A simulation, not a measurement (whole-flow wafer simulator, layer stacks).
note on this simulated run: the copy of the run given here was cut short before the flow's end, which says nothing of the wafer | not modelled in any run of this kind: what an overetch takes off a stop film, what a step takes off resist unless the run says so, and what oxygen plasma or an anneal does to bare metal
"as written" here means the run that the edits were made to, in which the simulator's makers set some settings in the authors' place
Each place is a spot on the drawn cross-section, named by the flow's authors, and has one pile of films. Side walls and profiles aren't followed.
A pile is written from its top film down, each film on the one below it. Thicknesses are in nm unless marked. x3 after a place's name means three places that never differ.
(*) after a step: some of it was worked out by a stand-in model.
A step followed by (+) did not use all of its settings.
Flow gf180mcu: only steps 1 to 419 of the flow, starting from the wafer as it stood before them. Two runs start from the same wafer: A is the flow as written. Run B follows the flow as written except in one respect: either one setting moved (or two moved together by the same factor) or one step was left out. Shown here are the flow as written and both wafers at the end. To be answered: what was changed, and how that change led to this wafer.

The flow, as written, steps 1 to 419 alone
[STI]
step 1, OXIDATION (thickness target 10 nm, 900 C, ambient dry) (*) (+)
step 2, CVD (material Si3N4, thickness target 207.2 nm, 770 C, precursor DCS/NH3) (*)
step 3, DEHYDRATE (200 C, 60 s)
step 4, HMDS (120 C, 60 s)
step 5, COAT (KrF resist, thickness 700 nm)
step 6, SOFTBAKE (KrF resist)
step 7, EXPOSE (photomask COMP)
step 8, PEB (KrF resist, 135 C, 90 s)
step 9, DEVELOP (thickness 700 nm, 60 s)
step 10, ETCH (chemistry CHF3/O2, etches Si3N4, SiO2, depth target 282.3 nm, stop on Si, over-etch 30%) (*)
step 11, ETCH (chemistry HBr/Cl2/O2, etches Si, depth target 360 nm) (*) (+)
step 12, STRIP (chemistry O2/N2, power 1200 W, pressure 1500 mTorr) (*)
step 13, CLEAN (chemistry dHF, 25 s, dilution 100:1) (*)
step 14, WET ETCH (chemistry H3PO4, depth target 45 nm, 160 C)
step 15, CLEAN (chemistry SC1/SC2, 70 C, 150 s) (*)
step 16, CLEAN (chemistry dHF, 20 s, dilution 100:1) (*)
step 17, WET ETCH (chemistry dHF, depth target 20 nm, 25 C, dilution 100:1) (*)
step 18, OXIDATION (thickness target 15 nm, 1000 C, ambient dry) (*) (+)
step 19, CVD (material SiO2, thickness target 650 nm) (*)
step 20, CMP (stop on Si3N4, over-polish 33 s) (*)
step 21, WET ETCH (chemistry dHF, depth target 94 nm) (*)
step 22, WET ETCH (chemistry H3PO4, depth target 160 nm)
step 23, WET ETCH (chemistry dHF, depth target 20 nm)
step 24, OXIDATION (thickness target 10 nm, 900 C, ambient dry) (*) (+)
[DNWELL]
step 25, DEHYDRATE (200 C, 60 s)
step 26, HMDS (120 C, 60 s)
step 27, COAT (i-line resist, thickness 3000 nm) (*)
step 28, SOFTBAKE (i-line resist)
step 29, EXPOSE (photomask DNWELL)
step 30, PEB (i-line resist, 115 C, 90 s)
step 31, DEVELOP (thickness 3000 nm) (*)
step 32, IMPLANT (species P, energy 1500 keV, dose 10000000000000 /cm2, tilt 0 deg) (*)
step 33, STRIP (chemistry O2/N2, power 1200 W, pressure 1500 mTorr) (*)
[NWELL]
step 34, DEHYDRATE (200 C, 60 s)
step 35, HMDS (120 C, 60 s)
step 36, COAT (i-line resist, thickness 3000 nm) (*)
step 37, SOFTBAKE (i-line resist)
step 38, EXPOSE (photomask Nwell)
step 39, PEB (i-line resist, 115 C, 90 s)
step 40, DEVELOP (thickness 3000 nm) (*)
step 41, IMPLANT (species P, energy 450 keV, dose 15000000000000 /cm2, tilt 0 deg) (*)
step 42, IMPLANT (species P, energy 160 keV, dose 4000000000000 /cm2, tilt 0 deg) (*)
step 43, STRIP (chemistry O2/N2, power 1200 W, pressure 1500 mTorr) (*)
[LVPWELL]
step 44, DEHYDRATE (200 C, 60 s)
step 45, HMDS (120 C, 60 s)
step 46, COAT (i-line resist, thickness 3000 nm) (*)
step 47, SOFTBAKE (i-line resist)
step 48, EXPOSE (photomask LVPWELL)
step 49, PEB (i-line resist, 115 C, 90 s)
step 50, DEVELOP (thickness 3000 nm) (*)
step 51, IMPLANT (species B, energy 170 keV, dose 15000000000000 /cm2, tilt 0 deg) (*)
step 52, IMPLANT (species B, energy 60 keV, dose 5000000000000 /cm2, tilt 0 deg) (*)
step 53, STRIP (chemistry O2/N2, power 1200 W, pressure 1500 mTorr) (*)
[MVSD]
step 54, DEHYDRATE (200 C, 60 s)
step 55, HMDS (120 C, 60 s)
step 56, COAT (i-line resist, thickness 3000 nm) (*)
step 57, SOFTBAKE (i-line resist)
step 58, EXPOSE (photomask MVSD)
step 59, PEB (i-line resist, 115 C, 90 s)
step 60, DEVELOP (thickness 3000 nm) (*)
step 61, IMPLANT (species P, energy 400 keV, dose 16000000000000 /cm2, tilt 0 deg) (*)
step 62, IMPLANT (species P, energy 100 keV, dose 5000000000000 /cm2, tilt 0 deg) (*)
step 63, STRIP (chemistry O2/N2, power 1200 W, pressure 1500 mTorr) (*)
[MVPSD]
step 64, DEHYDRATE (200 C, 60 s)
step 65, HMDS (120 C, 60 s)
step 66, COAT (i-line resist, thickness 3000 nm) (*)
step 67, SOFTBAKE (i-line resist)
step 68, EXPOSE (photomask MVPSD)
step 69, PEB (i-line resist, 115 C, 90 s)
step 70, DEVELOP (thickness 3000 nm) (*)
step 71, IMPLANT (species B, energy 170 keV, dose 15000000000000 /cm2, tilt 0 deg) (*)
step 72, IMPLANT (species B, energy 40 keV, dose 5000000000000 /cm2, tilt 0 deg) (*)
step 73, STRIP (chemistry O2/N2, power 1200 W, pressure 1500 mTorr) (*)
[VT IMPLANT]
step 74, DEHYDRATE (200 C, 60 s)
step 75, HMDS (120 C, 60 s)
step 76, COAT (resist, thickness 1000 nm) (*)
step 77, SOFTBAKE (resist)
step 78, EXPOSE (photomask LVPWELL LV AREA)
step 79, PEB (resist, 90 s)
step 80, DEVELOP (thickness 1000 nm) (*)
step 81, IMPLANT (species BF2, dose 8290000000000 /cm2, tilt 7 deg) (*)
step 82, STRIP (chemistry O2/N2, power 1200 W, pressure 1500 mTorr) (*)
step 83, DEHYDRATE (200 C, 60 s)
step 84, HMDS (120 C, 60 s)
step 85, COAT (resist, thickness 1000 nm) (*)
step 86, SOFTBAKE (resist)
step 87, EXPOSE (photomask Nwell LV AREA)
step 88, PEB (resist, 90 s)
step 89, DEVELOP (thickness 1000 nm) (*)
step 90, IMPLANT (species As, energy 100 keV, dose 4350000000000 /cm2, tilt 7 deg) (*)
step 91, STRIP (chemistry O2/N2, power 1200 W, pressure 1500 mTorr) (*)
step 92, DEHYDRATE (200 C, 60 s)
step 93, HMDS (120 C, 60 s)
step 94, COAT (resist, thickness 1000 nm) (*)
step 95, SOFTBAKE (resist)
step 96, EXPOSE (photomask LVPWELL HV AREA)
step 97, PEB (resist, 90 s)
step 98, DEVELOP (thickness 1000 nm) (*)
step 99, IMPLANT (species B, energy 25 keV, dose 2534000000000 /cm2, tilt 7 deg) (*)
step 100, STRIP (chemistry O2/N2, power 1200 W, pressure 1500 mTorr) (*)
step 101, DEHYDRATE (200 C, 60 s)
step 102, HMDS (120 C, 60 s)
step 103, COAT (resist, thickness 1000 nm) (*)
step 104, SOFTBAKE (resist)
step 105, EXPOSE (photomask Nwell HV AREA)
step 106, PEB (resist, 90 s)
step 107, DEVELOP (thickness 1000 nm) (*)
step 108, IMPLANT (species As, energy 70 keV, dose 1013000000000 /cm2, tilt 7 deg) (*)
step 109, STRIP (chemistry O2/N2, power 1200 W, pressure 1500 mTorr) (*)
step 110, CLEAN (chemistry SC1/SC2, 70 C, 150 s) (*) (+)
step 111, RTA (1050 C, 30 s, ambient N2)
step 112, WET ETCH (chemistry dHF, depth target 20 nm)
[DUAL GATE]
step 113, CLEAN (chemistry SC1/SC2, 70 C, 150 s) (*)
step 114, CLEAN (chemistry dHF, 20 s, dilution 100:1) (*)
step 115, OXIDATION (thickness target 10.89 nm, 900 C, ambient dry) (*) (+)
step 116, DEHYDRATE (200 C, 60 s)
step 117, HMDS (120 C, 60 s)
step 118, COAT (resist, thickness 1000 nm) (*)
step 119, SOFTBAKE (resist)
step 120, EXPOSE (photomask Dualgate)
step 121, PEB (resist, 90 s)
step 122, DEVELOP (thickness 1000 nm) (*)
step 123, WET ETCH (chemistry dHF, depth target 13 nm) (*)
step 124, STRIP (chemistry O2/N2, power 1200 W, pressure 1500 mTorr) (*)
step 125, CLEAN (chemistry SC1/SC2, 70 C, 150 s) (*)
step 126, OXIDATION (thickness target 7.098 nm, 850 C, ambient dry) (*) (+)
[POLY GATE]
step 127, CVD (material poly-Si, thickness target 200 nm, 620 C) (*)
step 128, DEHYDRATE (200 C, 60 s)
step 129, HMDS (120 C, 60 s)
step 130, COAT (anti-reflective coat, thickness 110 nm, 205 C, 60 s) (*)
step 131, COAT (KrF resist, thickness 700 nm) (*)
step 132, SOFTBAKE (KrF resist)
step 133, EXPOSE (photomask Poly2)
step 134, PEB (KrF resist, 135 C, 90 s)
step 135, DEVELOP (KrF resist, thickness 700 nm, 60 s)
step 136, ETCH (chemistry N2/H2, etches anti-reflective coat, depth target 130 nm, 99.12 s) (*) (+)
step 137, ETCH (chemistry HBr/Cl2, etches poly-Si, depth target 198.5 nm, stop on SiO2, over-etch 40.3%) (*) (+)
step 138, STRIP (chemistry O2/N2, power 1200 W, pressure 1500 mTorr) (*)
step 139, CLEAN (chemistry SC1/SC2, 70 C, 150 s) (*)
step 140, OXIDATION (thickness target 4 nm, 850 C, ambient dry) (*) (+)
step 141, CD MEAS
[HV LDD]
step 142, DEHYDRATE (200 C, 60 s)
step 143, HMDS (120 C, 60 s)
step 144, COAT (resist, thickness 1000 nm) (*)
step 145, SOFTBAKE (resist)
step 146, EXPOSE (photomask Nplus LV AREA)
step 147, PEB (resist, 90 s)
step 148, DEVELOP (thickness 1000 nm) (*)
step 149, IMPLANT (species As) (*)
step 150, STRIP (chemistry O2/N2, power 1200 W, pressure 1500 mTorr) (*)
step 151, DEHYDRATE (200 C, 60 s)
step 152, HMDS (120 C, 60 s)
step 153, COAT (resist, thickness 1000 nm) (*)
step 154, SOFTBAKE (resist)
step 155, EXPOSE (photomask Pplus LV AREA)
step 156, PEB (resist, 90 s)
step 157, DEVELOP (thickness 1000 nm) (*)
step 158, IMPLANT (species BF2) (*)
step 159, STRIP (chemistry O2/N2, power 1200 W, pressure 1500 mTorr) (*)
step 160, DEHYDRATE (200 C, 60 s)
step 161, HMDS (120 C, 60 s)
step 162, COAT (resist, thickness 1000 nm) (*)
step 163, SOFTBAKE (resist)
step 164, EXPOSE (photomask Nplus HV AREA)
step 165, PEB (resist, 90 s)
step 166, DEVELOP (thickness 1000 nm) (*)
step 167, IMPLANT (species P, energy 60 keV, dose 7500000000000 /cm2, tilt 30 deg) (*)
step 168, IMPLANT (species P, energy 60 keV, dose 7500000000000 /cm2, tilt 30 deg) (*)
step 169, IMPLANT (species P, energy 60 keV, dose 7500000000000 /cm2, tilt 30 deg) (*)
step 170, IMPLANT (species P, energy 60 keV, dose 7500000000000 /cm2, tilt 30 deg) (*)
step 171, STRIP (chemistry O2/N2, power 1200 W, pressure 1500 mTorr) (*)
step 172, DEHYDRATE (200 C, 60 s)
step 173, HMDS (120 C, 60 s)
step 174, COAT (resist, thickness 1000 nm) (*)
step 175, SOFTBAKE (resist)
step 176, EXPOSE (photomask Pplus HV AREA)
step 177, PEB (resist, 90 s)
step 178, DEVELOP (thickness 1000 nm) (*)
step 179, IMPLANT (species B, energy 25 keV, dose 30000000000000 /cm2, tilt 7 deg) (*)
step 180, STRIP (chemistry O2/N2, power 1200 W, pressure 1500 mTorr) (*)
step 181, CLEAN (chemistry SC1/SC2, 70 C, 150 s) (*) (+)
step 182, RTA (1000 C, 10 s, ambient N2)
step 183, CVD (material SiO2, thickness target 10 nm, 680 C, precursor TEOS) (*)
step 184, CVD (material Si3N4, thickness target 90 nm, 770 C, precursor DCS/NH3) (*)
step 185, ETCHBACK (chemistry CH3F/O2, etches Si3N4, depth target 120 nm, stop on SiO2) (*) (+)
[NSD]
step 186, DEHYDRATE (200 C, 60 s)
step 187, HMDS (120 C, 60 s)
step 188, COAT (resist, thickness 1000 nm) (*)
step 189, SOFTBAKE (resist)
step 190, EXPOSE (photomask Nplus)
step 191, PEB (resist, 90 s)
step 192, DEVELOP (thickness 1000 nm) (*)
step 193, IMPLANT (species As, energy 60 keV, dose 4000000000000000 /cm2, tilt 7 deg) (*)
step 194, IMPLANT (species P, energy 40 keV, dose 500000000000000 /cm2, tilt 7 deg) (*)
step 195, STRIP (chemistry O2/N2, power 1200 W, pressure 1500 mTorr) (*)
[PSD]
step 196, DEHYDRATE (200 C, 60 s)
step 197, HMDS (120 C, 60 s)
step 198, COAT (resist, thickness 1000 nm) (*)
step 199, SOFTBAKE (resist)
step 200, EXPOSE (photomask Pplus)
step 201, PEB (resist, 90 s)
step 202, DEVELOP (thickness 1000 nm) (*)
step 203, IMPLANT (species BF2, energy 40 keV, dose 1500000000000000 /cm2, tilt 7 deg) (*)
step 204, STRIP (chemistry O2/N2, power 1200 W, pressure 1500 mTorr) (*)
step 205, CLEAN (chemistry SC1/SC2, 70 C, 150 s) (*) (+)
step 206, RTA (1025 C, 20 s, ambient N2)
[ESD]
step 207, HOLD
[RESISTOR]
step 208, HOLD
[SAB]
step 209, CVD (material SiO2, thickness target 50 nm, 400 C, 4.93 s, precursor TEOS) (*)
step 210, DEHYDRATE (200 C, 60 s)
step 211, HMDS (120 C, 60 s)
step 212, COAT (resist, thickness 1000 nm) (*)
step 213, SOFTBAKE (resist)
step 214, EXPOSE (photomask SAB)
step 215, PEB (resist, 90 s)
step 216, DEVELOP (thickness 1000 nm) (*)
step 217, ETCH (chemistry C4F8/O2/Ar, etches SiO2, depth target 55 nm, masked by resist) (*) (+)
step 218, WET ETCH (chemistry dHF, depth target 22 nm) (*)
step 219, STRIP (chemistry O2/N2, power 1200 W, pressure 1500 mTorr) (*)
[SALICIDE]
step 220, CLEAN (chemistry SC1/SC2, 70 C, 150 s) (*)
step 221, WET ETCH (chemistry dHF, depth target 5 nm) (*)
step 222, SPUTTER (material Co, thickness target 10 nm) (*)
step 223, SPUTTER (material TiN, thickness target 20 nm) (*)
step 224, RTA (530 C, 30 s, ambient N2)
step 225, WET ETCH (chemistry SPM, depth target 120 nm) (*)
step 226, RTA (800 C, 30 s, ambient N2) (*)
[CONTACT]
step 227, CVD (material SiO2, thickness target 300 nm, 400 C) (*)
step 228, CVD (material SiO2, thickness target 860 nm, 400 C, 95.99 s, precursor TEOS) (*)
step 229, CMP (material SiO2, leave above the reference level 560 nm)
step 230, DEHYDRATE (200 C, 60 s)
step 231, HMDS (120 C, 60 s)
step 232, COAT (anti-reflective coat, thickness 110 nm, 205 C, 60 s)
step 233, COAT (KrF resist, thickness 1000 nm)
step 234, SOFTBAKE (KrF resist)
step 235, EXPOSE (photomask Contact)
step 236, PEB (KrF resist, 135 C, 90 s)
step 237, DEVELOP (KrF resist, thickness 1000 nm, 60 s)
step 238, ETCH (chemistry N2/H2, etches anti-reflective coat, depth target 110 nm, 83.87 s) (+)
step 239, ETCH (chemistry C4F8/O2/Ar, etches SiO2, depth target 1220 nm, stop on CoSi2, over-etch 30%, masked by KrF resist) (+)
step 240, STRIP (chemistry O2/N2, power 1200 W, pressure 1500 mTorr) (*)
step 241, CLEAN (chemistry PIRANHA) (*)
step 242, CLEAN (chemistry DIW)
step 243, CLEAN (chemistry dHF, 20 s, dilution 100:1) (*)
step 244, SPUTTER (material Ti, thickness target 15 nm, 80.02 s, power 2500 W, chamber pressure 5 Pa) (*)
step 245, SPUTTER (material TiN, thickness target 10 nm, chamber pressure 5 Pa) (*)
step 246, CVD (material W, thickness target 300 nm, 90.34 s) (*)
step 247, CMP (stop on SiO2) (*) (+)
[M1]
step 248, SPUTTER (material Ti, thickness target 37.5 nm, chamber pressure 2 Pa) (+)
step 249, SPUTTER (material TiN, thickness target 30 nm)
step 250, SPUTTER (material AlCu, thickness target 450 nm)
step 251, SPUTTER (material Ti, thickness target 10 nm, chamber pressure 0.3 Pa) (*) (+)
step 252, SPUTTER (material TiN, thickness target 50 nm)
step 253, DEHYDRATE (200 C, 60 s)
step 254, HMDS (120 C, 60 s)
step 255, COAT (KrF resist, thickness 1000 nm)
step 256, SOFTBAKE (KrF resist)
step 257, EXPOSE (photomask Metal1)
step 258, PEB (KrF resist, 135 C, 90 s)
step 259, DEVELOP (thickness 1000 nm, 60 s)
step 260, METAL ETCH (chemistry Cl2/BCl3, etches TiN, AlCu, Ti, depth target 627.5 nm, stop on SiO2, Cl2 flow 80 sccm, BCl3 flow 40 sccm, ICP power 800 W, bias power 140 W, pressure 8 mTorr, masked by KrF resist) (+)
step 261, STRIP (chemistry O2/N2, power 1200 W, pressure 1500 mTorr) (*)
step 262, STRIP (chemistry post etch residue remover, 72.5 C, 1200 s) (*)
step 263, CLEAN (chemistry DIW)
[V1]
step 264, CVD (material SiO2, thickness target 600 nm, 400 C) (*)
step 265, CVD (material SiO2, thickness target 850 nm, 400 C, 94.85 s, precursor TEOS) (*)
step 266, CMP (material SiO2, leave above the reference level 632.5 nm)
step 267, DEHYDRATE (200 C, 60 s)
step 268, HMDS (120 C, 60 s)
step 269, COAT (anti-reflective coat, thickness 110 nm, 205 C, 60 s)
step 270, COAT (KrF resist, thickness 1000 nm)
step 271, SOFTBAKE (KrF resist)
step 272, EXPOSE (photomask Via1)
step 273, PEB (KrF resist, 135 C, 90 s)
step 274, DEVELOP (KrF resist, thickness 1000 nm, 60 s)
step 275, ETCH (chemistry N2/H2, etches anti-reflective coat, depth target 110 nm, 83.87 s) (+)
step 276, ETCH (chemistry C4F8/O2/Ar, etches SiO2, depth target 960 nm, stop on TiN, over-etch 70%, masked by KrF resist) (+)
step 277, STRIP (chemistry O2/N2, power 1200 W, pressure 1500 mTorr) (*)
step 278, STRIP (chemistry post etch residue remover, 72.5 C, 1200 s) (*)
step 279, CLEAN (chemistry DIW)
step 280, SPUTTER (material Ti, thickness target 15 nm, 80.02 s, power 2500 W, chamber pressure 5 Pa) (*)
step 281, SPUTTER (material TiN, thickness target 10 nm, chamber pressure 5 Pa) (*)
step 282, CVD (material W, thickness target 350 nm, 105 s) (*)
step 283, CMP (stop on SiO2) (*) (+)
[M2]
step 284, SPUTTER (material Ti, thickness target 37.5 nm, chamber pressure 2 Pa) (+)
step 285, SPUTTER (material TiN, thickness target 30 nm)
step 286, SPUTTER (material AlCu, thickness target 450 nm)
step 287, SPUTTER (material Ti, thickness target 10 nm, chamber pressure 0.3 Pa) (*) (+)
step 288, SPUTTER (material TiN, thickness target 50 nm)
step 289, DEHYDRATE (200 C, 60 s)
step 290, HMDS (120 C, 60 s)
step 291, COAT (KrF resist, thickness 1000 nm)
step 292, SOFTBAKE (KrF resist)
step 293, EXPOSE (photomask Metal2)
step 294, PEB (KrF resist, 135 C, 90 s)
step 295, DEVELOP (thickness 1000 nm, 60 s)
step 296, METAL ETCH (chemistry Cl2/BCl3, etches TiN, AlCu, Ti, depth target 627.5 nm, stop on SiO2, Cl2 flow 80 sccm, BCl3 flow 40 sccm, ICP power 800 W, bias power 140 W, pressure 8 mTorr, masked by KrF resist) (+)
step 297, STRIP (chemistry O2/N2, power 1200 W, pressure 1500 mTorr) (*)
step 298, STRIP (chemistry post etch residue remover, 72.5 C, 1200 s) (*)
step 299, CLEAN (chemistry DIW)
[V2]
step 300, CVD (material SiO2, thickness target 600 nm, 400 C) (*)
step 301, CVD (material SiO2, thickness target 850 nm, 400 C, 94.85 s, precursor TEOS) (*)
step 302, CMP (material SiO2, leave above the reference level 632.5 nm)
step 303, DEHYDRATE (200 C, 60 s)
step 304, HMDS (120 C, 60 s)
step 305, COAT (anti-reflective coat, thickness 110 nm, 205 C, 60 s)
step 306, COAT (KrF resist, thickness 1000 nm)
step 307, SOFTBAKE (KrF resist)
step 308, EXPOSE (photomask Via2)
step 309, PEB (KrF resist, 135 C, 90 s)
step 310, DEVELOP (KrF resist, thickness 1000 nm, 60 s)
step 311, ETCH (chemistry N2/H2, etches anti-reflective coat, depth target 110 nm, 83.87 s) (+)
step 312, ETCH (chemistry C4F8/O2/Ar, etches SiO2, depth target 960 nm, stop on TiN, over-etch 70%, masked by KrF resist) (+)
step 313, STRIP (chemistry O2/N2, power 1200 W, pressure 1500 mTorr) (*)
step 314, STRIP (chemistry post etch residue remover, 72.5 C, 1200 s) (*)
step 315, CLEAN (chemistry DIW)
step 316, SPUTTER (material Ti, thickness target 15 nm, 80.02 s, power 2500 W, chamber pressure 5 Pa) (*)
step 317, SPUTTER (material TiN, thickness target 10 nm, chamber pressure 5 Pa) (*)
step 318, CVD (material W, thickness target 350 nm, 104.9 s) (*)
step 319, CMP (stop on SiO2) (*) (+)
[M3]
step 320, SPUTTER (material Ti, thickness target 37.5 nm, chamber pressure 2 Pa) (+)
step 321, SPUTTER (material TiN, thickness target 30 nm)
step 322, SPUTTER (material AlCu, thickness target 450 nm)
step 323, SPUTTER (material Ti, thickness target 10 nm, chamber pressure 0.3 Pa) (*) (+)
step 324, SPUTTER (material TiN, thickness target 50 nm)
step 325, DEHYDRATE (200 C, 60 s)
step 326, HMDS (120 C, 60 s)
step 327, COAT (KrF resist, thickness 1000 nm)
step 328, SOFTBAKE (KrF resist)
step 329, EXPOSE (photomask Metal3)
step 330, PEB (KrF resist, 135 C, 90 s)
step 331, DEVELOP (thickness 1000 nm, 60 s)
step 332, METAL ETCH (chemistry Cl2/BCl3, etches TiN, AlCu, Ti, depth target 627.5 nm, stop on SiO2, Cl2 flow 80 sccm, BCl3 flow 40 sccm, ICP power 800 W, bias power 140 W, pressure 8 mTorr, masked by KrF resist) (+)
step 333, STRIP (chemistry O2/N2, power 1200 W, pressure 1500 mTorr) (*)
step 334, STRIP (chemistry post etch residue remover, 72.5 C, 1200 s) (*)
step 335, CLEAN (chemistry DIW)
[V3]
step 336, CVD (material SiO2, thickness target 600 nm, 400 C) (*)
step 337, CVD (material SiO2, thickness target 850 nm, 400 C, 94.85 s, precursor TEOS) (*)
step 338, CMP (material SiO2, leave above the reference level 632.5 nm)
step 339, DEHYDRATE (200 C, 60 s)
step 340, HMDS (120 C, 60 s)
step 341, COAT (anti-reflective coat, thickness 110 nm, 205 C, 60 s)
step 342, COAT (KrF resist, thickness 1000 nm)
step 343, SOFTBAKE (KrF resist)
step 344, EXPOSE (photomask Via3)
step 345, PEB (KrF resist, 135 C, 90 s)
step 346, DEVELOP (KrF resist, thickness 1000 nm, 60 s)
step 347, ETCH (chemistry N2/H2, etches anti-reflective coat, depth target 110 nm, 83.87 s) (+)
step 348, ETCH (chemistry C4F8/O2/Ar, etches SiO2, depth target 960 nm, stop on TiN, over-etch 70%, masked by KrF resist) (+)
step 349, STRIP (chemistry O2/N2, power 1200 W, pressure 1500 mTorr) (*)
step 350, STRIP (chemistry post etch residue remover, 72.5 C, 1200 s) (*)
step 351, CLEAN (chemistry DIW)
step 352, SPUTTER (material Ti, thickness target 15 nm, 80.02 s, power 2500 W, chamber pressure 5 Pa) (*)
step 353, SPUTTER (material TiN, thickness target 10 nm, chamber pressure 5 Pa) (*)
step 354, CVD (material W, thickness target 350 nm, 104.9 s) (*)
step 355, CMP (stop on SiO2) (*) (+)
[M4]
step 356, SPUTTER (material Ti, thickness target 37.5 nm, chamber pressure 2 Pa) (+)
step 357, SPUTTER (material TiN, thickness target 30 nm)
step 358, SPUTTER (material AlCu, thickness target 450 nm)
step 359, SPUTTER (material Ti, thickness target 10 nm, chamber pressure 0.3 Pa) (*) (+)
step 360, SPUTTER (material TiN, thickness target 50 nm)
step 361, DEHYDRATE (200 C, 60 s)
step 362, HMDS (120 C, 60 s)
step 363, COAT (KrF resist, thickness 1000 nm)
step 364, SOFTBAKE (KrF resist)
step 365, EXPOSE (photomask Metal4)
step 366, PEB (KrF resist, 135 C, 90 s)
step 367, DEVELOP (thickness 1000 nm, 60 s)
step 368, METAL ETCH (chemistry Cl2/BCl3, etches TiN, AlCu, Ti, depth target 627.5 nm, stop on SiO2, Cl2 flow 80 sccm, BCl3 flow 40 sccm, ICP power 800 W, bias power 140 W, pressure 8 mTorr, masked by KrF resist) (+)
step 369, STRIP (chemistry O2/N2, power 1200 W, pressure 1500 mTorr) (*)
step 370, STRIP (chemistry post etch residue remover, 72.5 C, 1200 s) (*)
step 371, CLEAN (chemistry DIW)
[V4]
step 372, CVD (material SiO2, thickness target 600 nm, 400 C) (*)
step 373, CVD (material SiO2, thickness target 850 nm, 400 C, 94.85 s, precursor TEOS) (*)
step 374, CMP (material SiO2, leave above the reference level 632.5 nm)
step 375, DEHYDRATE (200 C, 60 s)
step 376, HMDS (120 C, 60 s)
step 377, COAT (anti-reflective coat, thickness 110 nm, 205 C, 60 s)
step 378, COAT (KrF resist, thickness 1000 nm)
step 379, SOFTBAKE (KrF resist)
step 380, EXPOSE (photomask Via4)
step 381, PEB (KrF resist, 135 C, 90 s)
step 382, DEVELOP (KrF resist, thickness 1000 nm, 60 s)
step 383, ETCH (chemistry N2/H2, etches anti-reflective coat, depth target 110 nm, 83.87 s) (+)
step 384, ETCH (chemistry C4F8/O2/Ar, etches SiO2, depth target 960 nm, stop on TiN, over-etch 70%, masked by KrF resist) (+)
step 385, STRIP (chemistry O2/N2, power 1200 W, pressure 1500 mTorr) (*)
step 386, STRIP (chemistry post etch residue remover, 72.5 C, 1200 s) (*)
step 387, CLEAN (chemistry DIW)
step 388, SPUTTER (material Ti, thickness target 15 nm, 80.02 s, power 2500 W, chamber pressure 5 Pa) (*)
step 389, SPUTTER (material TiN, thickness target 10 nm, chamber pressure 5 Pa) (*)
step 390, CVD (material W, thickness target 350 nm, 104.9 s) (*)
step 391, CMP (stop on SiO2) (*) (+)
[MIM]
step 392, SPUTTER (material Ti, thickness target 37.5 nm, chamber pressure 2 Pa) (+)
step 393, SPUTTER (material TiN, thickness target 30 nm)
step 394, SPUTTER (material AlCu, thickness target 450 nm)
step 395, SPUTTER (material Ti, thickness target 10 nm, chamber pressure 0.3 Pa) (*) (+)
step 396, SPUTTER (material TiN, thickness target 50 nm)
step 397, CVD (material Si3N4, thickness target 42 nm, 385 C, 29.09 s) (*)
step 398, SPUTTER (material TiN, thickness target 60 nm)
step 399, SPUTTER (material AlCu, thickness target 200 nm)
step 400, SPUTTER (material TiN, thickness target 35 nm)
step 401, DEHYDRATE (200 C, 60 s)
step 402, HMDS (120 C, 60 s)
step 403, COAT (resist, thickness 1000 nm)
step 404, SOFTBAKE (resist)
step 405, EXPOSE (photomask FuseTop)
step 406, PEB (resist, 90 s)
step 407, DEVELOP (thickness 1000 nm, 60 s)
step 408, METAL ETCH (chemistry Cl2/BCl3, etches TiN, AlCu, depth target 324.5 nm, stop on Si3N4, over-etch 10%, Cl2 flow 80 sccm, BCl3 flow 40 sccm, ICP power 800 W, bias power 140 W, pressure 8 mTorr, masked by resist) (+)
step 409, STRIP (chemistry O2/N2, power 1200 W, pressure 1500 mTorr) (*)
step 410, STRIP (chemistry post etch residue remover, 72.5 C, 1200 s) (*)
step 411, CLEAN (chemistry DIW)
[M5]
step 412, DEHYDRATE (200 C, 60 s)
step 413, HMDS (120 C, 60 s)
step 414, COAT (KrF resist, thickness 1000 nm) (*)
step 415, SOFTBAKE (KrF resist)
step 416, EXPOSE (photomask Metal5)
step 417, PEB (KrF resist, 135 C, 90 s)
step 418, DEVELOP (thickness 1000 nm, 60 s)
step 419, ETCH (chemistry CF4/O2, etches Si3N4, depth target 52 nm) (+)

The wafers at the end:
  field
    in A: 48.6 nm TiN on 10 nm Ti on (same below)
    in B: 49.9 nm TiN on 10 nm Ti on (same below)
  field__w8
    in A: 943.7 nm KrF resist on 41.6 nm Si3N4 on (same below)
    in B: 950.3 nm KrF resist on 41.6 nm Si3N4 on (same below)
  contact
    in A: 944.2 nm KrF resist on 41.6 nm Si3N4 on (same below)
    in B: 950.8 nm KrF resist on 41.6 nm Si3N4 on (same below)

Cause: step 419, ETCH: depth target 42.1 nm was run, though the flow has depth target 52 nm.

How this came from the change, step by step:
  step 419, ETCH (chemistry CF4/O2, etches Si3N4, depth target 52 nm) (+)
      field, field__w1, field__w2 and 101 more: A -41.6 Si3N4 (all of it), -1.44 TiN | B -41.6 Si3N4 (all of it), -0.06 TiN
      field__w4, field__w8, contact, m1, m1__w1, mim, mim_1p0, m1_nw: A -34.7 KrF resist | B -28.1 KrF resist
